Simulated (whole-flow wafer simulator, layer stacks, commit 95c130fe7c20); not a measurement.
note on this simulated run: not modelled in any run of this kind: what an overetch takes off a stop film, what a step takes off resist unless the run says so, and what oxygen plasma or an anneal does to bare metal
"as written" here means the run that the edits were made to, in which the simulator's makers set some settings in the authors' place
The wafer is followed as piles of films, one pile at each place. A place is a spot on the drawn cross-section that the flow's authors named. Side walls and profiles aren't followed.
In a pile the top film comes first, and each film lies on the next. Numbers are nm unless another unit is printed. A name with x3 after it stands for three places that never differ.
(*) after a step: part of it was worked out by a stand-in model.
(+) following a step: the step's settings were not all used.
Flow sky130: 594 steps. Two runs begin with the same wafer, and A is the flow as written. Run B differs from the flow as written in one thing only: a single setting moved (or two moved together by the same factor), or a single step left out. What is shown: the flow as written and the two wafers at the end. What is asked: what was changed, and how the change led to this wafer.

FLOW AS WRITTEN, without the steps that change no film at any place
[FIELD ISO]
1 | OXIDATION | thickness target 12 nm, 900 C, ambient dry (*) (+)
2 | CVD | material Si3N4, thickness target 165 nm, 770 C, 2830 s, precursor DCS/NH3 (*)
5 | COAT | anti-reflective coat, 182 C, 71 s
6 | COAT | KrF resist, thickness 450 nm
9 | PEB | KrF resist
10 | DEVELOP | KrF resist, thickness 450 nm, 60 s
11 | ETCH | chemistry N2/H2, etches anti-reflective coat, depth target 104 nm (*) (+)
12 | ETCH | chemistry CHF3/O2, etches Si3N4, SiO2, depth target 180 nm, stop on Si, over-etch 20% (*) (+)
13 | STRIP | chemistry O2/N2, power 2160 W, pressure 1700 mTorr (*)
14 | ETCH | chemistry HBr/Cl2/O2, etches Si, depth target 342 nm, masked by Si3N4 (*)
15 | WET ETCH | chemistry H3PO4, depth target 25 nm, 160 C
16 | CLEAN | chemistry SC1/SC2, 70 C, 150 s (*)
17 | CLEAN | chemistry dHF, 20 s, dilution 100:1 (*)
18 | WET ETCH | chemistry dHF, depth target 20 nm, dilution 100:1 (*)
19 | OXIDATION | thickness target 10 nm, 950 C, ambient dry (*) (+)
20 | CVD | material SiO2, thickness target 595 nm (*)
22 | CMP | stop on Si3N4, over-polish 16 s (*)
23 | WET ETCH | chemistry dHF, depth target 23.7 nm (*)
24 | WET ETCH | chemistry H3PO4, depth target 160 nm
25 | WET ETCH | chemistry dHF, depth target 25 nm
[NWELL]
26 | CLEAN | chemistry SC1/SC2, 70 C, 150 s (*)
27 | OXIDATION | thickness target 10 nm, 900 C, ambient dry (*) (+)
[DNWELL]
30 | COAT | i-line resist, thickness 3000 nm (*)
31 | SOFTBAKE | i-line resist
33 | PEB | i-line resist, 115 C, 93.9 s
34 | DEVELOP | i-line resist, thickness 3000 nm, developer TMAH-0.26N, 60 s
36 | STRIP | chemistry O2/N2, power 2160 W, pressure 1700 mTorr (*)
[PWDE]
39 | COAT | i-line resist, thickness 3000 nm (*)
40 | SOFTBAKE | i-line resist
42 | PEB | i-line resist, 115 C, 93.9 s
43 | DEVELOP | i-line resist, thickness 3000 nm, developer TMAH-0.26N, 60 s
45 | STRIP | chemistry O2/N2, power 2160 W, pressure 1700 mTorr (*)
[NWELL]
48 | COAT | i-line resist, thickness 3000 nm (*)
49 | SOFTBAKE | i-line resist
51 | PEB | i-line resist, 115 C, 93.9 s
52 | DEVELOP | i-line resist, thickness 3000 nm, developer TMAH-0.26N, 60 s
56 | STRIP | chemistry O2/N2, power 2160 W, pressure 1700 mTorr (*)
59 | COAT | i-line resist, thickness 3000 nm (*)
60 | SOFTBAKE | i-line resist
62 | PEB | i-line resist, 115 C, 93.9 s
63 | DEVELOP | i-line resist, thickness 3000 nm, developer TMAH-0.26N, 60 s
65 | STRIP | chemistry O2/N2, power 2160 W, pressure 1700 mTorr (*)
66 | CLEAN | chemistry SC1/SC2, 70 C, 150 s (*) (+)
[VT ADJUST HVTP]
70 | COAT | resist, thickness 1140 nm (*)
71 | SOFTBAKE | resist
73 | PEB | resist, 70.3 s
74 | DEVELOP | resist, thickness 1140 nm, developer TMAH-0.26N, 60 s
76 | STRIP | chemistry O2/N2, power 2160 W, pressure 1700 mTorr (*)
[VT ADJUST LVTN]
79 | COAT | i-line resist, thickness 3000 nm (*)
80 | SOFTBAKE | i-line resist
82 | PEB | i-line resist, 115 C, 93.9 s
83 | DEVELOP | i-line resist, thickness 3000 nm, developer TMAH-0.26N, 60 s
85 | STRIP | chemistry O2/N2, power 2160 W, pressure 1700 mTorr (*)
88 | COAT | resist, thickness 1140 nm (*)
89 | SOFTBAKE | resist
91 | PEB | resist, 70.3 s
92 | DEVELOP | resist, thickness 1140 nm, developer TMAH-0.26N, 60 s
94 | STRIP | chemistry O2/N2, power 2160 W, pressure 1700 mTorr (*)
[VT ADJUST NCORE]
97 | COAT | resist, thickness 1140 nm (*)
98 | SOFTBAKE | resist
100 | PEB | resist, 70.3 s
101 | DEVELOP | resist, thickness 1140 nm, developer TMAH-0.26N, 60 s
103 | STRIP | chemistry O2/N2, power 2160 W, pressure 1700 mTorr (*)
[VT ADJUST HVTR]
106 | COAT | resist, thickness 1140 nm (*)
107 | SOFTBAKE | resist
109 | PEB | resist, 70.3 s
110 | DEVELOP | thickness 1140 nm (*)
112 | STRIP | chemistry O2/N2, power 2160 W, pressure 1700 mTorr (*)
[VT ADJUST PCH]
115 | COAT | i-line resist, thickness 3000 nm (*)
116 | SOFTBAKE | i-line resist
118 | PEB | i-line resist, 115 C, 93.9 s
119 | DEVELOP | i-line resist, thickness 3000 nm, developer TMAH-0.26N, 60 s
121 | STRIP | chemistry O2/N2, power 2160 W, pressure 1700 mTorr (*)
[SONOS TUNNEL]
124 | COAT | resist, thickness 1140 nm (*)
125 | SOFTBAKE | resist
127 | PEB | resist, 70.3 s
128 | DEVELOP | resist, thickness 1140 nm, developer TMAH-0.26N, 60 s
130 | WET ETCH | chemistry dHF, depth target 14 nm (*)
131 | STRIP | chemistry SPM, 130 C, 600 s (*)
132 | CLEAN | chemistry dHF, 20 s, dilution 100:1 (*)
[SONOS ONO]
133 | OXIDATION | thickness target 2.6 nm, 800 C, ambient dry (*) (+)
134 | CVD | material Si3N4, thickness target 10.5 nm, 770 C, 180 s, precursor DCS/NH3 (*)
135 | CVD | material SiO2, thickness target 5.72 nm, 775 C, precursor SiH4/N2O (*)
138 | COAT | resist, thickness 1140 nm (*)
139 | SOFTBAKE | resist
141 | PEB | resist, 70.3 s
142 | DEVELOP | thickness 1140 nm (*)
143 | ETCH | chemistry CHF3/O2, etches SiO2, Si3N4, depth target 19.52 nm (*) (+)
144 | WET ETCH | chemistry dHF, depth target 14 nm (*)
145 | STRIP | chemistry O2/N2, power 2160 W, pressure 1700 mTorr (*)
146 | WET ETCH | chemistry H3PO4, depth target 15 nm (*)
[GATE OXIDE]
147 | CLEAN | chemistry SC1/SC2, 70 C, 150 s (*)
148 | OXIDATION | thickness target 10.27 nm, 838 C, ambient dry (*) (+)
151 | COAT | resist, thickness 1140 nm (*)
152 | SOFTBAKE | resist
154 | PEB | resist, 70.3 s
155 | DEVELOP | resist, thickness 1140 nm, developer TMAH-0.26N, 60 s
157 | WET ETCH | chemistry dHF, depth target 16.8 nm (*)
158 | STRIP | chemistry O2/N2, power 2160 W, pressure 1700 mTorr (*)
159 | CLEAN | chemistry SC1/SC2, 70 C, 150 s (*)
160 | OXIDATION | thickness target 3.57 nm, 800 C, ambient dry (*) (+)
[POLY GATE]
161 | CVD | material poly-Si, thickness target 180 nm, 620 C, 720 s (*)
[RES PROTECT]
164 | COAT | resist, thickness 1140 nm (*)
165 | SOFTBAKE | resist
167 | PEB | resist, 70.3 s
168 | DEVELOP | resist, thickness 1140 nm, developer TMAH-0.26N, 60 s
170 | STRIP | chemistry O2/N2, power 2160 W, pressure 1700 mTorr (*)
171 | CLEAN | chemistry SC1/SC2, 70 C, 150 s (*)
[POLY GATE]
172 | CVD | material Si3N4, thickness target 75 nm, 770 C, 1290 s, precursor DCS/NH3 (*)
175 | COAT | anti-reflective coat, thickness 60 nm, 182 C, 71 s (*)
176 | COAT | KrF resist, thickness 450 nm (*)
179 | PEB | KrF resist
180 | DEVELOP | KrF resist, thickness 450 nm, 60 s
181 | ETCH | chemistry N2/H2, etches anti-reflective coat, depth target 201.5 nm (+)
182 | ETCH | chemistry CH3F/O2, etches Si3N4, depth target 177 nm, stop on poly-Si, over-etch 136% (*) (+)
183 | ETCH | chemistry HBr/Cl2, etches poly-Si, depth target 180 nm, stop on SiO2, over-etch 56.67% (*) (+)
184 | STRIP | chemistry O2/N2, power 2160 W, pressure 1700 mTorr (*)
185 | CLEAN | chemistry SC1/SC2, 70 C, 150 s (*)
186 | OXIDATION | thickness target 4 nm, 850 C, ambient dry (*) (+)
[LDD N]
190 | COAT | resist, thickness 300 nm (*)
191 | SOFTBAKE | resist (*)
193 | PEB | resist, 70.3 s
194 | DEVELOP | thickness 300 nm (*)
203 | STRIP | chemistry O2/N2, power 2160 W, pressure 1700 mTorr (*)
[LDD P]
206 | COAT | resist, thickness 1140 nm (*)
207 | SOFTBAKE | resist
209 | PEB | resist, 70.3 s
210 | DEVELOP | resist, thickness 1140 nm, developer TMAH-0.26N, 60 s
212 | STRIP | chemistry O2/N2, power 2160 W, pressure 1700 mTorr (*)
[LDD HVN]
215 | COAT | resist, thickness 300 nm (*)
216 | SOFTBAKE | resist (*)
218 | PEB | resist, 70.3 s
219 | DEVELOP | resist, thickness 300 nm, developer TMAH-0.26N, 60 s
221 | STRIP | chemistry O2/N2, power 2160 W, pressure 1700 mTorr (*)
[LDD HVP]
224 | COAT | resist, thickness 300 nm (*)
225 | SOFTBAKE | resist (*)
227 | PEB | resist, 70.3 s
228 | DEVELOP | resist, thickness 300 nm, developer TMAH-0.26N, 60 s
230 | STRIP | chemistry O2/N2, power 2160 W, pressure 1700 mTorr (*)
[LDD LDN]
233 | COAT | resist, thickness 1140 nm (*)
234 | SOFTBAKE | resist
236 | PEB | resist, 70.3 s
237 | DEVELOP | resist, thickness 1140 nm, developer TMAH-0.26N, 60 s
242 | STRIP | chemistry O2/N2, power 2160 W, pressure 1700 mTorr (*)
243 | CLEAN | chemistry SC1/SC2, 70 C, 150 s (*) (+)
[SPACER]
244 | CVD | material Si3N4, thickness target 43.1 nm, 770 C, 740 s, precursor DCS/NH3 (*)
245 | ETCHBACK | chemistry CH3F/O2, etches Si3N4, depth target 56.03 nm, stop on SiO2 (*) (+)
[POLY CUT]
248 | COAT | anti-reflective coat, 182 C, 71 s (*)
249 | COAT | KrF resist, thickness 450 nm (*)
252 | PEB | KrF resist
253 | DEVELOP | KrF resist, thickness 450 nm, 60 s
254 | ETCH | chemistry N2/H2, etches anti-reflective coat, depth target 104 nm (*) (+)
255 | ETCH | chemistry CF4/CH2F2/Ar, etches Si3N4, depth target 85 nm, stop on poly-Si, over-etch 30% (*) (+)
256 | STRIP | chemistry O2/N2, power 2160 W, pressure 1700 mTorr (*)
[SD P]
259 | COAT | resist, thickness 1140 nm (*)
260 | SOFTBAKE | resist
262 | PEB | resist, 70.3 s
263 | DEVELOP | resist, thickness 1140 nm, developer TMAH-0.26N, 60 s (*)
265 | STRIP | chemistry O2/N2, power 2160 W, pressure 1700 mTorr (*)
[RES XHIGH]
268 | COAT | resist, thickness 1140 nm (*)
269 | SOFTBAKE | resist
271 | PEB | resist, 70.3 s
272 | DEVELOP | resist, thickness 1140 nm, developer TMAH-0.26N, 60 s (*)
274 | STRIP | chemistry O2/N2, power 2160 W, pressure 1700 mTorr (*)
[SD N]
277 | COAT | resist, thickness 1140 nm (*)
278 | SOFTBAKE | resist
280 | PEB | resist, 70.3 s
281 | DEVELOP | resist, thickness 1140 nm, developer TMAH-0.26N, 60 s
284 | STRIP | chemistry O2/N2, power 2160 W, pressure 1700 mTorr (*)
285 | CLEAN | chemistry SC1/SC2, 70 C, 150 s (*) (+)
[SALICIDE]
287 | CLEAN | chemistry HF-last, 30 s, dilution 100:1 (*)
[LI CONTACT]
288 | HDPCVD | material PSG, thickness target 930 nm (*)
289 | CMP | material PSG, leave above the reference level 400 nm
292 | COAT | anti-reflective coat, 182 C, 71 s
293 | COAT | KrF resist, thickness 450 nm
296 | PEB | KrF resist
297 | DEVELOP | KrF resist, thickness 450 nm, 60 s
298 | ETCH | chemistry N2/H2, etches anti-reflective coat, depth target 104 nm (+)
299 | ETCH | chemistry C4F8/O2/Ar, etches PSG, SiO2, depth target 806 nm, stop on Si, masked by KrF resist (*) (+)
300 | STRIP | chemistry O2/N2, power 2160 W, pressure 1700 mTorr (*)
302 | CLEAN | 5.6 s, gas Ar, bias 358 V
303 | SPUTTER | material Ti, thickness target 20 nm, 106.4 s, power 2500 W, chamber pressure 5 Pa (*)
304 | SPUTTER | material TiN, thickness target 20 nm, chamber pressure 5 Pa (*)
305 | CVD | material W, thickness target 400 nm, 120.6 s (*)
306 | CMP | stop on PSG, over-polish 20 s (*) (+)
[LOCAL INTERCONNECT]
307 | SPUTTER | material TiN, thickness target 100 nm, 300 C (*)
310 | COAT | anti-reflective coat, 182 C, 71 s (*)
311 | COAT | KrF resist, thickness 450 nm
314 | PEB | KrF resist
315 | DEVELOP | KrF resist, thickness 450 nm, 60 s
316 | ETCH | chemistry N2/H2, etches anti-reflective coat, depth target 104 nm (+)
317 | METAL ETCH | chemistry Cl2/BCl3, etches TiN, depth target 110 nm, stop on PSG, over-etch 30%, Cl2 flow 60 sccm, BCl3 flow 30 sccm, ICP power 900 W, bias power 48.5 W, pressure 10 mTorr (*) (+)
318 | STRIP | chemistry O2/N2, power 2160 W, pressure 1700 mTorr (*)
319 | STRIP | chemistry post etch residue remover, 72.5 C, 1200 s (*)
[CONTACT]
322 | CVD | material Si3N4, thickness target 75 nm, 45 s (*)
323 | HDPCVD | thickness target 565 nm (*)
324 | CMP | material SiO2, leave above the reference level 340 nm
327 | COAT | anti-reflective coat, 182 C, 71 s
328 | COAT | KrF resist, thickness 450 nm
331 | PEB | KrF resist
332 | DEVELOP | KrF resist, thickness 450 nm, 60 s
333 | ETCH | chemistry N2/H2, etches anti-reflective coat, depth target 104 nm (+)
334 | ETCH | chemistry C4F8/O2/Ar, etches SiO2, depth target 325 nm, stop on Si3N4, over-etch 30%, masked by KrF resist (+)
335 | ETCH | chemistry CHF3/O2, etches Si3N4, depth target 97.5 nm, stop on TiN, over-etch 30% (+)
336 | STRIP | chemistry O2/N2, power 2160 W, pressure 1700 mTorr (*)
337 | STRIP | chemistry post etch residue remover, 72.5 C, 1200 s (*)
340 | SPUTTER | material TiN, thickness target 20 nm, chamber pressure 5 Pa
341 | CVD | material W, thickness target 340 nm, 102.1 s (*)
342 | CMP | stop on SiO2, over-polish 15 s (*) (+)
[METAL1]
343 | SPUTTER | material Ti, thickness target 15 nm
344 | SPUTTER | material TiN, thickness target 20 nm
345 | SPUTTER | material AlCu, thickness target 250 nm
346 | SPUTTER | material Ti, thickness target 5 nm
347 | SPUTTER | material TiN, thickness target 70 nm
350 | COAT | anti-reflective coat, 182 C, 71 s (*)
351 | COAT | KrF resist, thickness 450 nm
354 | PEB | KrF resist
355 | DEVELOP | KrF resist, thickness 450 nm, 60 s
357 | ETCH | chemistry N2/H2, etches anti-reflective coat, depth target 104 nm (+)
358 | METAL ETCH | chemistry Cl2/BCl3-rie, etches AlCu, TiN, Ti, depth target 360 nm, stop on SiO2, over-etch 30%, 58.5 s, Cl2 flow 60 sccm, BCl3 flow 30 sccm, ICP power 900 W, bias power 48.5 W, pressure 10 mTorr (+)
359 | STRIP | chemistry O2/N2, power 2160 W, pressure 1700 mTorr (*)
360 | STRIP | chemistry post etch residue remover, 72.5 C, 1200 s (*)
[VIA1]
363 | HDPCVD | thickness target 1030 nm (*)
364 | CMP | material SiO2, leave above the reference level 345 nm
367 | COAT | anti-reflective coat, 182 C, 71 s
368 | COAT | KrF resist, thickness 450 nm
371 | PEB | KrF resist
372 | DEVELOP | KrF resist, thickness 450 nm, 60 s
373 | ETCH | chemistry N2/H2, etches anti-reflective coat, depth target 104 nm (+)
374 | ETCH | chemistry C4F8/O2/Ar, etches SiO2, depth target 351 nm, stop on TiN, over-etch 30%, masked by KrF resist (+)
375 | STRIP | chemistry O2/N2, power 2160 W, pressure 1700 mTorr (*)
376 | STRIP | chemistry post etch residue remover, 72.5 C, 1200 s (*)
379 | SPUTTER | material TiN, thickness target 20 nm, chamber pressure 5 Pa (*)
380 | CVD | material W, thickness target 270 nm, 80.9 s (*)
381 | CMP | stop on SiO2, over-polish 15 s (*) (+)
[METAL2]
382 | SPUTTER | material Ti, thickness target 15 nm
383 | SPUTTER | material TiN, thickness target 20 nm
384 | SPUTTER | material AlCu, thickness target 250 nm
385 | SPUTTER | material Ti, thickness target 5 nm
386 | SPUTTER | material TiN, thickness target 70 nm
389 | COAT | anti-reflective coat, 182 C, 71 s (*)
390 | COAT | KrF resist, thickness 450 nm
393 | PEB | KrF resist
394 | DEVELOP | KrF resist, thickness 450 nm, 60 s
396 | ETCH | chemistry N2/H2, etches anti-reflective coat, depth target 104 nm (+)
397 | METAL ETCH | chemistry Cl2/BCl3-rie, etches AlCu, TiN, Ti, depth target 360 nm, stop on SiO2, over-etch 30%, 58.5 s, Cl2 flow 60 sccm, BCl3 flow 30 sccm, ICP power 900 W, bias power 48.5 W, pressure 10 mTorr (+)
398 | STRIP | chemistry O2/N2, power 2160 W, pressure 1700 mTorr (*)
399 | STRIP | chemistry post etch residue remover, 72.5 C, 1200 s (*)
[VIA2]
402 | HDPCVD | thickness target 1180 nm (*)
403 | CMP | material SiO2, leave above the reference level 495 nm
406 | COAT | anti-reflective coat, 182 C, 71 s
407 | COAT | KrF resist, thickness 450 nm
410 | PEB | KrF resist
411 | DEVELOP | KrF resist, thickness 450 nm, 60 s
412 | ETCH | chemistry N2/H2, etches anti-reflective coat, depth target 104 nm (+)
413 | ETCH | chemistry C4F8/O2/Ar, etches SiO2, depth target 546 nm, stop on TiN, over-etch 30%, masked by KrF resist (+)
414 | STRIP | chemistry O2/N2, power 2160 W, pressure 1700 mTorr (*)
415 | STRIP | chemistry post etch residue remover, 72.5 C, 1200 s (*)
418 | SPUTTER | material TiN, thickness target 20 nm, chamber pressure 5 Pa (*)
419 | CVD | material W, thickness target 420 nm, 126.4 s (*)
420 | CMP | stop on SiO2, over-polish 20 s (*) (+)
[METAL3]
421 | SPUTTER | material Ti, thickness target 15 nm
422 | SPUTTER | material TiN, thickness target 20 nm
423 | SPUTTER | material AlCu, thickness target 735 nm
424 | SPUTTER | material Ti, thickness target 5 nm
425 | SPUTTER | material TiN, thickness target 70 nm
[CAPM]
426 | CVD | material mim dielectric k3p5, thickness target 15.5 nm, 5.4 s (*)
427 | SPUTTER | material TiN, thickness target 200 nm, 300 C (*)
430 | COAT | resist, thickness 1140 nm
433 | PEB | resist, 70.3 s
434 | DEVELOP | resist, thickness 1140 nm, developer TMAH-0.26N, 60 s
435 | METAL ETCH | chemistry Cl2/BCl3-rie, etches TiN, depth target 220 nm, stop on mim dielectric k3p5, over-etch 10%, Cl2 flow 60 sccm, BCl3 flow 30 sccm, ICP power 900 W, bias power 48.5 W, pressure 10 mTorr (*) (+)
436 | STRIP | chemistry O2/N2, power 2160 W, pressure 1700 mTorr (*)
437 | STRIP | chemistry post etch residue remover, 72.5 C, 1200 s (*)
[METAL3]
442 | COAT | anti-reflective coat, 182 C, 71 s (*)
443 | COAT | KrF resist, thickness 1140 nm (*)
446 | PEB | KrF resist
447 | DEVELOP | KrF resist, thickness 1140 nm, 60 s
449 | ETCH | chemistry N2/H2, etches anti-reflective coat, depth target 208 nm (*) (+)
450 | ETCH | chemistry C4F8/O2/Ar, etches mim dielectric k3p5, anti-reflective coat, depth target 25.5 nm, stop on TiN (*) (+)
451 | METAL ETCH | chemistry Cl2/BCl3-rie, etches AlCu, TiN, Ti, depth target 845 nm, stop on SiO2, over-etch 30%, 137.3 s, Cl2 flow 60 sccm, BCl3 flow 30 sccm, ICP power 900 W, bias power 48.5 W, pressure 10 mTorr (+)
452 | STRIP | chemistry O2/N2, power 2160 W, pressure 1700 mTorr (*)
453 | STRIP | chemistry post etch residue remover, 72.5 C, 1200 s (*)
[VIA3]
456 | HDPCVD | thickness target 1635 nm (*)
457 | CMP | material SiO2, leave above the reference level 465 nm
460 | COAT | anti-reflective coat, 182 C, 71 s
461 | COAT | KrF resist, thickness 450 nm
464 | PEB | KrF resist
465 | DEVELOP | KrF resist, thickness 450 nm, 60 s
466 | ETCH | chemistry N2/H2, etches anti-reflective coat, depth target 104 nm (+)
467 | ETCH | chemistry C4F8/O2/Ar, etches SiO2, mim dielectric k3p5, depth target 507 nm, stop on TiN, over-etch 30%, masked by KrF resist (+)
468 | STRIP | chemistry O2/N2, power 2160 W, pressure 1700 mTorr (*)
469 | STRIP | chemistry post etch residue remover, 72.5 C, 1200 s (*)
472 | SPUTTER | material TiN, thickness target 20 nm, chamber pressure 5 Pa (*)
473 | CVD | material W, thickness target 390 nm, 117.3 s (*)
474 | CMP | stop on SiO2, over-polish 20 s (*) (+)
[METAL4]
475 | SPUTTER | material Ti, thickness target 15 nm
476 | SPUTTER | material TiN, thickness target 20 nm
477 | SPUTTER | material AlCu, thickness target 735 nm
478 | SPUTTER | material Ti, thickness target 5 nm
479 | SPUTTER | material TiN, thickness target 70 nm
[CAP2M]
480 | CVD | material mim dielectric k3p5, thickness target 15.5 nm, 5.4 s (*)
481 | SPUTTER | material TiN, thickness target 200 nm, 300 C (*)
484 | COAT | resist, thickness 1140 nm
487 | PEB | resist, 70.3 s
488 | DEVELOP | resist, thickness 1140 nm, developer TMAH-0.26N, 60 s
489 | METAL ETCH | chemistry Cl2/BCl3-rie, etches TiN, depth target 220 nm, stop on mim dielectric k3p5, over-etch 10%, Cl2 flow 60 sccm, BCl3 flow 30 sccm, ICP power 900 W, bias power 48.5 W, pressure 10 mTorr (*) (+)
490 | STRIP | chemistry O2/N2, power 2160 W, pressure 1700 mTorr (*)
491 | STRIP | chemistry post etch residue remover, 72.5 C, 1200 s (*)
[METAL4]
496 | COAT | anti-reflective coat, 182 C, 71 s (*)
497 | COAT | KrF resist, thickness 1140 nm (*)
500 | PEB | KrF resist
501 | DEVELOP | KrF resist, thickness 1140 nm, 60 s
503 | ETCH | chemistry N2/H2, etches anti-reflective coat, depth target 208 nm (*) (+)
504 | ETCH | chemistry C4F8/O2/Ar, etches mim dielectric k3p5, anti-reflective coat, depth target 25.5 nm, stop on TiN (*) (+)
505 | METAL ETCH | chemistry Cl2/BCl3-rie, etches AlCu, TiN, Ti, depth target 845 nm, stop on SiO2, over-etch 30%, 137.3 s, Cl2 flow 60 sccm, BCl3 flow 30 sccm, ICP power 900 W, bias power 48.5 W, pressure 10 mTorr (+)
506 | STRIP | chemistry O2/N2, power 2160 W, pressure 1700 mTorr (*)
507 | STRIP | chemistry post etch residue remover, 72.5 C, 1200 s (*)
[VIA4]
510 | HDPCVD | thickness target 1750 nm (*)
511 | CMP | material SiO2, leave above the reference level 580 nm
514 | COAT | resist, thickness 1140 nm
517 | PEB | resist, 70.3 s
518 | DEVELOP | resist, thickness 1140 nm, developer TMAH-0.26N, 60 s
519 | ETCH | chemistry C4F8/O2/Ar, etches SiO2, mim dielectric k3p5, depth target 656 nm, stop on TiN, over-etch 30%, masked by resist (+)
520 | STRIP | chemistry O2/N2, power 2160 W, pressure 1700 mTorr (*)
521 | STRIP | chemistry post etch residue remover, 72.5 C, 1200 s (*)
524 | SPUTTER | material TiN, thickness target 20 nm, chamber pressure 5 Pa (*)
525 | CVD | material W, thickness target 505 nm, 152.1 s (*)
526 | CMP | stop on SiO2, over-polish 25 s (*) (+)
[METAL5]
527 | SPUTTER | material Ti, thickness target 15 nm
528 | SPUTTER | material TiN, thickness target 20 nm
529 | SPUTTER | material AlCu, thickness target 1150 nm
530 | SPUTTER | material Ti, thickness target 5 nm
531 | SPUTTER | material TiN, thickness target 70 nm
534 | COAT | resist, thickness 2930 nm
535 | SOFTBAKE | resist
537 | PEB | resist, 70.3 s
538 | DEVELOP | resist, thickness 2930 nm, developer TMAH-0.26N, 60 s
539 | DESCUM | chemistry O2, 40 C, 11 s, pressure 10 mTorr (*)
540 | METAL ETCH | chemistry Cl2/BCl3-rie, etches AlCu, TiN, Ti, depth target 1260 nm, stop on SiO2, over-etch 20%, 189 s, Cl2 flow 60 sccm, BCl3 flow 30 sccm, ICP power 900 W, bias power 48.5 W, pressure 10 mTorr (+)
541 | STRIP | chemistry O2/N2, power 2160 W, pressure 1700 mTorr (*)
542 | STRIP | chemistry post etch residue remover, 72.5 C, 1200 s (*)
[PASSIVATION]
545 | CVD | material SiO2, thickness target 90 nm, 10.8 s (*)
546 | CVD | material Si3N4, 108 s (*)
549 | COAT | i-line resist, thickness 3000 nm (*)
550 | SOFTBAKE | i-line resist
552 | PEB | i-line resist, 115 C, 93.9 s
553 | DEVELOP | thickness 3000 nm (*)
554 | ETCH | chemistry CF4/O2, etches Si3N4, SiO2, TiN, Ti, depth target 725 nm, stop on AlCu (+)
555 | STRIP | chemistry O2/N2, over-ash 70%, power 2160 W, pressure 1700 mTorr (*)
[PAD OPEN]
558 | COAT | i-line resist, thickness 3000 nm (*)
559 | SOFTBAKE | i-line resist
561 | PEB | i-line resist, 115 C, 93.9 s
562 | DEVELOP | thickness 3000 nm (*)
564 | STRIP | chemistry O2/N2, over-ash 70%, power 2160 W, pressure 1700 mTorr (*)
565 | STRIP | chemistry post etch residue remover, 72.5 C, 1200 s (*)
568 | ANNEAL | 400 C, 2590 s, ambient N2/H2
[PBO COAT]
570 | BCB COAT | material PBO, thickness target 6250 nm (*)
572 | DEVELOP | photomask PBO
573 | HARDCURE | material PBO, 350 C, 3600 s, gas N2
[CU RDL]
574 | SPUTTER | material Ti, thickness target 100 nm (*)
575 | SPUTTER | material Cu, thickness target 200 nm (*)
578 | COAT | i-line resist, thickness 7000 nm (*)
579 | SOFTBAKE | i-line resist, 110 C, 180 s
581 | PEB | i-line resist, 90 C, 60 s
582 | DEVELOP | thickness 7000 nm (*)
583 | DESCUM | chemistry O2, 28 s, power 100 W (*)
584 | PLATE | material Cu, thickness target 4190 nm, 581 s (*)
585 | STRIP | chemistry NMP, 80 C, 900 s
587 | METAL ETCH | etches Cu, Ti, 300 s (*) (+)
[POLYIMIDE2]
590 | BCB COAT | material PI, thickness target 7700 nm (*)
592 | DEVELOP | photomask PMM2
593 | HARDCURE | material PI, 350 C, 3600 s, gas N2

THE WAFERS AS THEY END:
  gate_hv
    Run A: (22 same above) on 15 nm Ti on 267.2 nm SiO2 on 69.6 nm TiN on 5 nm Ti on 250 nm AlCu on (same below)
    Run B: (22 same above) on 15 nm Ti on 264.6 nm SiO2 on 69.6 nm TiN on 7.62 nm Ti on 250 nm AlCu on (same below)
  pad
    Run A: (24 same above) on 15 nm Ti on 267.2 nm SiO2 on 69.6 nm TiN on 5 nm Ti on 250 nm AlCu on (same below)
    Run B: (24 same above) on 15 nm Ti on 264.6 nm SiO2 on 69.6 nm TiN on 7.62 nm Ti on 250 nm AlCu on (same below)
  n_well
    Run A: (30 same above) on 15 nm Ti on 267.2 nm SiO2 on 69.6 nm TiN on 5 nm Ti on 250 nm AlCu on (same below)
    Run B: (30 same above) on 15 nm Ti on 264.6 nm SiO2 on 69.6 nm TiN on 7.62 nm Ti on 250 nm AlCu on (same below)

The reason: step 346, SPUTTER: thickness target 7.62 nm was run, whereas the flow has thickness target 5 nm.
The wafer itself shows it: gate_hv has Ti 7.62, and step 346 as written asks for 5 nm.

How this came from the change, step by step:
  346 | SPUTTER | material Ti, thickness target 5 nm
      field, active, n_well and 188 more: A +5 Ti (new film) | B +7.62 Ti (new film)
  358 | METAL ETCH | chemistry Cl2/BCl3-rie, etches AlCu, TiN, Ti, depth target 360 nm, stop on SiO2, over-etch 30%, 58.5 s, Cl2 flow 60 sccm, BCl3 flow 30 sccm, ICP power 900 W, bias power 48.5 W, pressure 10 mTorr (+)
      field, active, gate and 81 more: A -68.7 TiN (all of it), -5 Ti (all of it), -250 AlCu (all of it), -20 TiN (all of it), -15 Ti (all of it), -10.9 SiO2 | B -68.7 TiN (all of it), -7.62 Ti (all of it), -250 AlCu (all of it), -20 TiN (all of it), -15 Ti (all of it), -10.7 SiO2
